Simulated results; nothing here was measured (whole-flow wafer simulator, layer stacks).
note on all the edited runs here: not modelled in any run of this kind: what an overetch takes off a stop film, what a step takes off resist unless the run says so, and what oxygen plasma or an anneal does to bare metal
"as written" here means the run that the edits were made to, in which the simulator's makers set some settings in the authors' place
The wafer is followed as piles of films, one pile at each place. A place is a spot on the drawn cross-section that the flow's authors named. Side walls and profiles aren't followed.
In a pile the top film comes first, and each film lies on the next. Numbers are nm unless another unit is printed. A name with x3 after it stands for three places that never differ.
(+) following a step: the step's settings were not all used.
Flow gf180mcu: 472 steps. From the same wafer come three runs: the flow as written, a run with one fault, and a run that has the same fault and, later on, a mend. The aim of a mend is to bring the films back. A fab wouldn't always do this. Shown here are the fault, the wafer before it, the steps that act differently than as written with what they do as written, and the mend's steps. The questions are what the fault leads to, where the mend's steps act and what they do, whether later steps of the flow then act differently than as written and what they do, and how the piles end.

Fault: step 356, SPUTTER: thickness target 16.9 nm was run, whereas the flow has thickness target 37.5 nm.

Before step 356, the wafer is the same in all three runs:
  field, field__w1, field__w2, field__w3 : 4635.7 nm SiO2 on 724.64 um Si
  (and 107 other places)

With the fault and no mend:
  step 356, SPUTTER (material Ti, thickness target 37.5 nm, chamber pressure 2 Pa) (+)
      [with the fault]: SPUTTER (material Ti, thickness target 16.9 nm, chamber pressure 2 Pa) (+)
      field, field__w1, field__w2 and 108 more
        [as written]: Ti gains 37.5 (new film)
        [with the fault]: Ti gains 16.9 (new film)
  Later steps of the flow acting differently than as written:
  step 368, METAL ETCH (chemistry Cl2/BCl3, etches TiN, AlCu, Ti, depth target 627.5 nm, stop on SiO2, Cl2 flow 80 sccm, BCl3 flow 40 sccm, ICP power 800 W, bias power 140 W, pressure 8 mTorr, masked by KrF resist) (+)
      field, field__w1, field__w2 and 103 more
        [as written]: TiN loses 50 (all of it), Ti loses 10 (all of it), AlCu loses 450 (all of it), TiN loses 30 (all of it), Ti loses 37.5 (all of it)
        [with the fault]: TiN loses 50 (all of it), Ti loses 10 (all of it), AlCu loses 450 (all of it), TiN loses 30 (all of it), Ti loses 16.9 (all of it)
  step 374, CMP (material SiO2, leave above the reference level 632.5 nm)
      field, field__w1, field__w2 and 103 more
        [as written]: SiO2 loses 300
        [with the fault]: SiO2 loses 320.6
  By the end, the piles at field__w8, contact, m1, m1__w1, m1_nw depart from the flow's by more than 2% or 0.5 nm, whichever is larger.
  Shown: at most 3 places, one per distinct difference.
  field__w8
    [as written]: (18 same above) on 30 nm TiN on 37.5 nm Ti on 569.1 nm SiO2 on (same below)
    [with the fault]: (18 same above) on 30 nm TiN on 16.9 nm Ti on 569.1 nm SiO2 on (same below)
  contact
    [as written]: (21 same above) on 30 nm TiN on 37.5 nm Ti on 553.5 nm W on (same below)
    [with the fault]: (21 same above) on 30 nm TiN on 16.9 nm Ti on 553.5 nm W on (same below)

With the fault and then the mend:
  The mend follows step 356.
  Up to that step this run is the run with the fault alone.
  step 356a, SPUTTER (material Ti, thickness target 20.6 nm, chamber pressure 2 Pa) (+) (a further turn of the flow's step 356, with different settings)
      field, field__w1, field__w2 and 108 more
        Ti gains 20.6
  Every later step of the flow that is run acts as written at every place that is followed.
  At every place that both follow, the piles at the end match the flow's.
